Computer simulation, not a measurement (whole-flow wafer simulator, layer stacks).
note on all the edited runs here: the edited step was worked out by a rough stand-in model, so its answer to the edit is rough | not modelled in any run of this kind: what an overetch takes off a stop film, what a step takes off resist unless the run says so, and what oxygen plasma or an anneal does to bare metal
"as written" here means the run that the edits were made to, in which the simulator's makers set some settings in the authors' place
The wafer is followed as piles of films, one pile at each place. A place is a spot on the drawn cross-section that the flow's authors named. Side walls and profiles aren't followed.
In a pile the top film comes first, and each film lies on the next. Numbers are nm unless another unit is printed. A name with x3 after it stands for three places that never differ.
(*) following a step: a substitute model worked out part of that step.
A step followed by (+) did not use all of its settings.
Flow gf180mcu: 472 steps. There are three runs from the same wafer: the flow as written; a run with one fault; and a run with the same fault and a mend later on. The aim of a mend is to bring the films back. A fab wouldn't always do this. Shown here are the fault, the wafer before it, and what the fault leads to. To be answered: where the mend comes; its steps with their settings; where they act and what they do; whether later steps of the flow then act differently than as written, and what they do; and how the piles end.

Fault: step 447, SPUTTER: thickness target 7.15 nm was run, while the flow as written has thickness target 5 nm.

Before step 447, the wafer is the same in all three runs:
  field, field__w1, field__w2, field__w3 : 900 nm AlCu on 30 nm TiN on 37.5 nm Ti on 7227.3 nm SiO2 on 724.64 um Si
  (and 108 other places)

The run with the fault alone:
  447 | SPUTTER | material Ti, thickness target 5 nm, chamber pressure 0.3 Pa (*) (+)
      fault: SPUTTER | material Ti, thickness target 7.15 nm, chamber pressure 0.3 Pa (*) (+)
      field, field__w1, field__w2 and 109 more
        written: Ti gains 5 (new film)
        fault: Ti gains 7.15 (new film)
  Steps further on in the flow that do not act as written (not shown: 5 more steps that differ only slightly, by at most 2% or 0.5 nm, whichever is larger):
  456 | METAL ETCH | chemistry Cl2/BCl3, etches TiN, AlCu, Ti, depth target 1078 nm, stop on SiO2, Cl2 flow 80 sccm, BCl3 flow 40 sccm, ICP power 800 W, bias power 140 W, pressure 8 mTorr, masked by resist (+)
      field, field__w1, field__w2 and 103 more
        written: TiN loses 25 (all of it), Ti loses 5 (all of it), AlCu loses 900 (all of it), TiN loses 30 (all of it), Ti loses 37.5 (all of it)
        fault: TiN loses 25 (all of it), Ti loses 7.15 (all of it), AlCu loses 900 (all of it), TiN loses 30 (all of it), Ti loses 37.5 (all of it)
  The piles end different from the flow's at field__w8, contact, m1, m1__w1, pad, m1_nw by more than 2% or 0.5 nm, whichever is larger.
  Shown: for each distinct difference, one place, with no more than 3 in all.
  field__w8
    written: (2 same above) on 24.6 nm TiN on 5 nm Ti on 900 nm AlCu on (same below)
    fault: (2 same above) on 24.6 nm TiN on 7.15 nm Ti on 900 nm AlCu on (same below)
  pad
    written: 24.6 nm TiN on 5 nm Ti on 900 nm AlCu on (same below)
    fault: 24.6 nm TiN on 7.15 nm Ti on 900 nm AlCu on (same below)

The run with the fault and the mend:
  After step 447 comes the mend.
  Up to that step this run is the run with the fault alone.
  447a | METAL ETCH | chemistry Cl2/BCl3, etches TiN, AlCu, Ti, depth target 2.15 nm, Cl2 flow 80 sccm, BCl3 flow 40 sccm, ICP power 800 W, bias power 140 W, pressure 8 mTorr (the flow's step 260 again, with other settings)
      field, field__w1, field__w2 and 109 more
        Ti loses 2.15
  None of the later steps of the flow acts differently than as written at any place that is followed.
  The piles end the same as the flow's at every place that both follow.
